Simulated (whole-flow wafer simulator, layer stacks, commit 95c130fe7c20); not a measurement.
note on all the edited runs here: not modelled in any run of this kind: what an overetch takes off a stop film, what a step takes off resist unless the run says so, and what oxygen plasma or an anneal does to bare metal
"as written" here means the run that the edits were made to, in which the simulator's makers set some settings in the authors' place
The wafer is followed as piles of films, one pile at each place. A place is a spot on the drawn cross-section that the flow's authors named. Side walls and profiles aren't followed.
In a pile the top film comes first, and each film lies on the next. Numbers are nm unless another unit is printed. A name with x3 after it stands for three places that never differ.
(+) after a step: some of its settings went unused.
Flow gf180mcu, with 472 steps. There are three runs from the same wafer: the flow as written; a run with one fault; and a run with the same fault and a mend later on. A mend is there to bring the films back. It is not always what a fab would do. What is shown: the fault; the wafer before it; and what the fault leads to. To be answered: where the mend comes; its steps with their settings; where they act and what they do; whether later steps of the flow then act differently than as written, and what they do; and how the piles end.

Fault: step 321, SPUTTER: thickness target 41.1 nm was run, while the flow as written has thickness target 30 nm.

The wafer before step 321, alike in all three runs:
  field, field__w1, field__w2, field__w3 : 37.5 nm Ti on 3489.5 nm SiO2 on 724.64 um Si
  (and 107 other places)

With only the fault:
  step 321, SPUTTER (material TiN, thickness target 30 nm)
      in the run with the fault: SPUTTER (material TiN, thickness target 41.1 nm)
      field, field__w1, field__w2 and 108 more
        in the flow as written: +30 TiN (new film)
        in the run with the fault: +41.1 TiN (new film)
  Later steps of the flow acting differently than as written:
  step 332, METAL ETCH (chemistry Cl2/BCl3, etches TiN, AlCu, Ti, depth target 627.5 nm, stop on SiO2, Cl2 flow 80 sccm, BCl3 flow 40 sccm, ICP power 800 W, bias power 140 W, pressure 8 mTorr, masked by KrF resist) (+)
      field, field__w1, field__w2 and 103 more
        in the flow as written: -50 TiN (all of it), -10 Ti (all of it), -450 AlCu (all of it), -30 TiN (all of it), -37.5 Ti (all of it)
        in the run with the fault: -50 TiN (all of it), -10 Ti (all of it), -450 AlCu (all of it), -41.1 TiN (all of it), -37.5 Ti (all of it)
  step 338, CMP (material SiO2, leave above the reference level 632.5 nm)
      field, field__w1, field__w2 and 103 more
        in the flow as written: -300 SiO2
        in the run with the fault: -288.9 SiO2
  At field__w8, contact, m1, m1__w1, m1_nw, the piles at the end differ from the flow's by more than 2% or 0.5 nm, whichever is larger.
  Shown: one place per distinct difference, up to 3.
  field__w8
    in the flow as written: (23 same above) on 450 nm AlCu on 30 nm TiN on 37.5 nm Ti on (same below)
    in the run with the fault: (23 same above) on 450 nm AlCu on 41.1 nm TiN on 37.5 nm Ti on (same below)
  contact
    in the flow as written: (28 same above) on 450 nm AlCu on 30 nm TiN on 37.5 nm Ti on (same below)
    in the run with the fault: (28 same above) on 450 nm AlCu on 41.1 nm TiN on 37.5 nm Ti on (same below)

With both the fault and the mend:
  After step 321 comes the mend.
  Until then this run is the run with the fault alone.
  step 321a, METAL ETCH (chemistry Cl2/BCl3, etches TiN, AlCu, Ti, depth target 11.1 nm, Cl2 flow 80 sccm, BCl3 flow 40 sccm, ICP power 800 W, bias power 140 W, pressure 8 mTorr) (the flow's step 260 again, with other settings)
      field, field__w1, field__w2 and 108 more
        -11.1 TiN
  None of the later steps of the flow acts differently than as written at any place that is followed.
  By the end, the piles equal the flow's at every place that both follow.
